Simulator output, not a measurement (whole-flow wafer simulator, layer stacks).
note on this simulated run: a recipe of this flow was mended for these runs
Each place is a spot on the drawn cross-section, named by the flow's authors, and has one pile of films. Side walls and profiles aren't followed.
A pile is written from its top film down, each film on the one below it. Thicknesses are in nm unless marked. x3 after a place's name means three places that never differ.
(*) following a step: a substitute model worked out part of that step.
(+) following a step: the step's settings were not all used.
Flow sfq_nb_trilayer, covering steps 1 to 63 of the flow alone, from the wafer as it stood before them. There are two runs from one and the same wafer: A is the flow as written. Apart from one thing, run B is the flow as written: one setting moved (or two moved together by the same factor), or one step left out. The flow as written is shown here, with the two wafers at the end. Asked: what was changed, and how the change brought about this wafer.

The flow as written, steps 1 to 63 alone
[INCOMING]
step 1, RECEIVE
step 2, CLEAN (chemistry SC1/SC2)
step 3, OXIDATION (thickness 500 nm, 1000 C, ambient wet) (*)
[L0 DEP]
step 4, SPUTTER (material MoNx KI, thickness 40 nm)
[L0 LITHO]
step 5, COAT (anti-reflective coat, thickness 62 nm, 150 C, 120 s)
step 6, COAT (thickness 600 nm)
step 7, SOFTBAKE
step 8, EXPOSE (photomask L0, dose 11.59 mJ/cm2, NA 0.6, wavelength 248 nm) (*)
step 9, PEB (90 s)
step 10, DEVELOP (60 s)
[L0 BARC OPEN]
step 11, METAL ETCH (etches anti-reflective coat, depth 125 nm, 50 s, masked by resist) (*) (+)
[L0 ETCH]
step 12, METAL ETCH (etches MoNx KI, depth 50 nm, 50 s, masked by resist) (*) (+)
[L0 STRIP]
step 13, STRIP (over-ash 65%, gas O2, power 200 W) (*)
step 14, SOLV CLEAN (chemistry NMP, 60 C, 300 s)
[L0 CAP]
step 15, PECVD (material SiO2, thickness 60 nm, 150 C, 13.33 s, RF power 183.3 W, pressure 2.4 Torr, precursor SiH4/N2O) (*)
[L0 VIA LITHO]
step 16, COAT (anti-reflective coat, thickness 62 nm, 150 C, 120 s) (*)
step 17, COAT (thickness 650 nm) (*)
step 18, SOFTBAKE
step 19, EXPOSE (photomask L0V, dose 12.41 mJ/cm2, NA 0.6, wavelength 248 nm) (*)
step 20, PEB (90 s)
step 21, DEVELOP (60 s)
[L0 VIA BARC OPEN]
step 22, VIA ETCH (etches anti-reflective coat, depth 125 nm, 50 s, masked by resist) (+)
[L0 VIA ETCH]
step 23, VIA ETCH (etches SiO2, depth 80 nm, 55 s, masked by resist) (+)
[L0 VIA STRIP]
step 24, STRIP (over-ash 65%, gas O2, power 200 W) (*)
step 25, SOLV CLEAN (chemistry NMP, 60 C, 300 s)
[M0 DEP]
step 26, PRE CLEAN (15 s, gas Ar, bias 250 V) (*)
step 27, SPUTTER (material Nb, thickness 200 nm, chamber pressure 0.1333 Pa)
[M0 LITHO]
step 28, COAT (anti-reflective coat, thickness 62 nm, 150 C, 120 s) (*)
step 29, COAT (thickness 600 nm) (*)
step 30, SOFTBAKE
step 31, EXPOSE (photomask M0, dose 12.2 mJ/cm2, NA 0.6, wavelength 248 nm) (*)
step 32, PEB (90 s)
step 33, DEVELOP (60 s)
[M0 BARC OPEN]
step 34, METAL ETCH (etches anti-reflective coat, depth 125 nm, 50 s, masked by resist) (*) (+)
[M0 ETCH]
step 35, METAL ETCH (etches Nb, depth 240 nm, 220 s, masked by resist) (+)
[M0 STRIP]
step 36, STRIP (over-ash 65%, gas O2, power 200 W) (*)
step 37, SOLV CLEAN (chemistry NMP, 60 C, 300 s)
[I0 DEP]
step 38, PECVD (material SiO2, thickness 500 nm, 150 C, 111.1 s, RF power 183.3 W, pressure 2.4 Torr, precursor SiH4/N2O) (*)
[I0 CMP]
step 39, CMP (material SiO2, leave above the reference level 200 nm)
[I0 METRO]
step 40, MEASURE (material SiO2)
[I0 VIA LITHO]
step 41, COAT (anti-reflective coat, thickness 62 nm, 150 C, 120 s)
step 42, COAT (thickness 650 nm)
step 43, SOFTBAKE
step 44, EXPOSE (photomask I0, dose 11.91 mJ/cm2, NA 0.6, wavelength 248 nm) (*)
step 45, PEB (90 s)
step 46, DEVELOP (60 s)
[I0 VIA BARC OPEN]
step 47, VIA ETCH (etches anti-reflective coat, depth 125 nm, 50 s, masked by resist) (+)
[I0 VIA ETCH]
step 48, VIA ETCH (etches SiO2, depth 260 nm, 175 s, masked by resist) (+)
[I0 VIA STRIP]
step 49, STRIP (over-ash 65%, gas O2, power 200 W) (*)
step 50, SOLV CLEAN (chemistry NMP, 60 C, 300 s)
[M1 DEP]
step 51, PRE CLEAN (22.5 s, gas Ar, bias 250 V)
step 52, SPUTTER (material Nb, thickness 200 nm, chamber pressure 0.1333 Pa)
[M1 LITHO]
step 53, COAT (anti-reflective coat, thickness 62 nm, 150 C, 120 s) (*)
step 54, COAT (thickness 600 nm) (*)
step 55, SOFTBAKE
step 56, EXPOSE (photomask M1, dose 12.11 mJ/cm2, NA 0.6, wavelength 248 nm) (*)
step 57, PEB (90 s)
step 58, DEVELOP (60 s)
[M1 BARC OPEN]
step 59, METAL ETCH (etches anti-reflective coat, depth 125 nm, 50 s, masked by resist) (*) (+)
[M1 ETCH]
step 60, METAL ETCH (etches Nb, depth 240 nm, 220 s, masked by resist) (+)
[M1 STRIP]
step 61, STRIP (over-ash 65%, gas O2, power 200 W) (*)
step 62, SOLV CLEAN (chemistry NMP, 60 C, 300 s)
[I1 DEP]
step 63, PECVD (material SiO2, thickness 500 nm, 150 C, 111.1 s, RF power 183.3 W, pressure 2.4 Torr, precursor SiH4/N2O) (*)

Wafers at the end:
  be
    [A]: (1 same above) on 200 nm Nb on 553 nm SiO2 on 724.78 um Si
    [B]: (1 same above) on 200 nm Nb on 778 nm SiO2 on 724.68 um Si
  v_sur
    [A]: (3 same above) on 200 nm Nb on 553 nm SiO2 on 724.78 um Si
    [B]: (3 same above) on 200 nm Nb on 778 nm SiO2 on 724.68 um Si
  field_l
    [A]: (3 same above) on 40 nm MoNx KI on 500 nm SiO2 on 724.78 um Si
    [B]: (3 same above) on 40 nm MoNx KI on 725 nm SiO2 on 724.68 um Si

What caused this: step 3, OXIDATION: thickness 725 nm was run, whereas the flow has thickness 500 nm.
The wafer lets one read it off: field_l has SiO2 725, and step 3 as written asks for 500 nm.

How this came from the change, step by step:
  step 3, OXIDATION (thickness 500 nm, 1000 C, ambient wet) (*)
      field_l, v_sur, via_wl and 103 more: A SiO2 gains 500 (new film), chemical SiO2 loses 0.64 (all of it), Si loses 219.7 | B SiO2 gains 725 (new film), chemical SiO2 loses 0.64 (all of it), Si loses 318.7
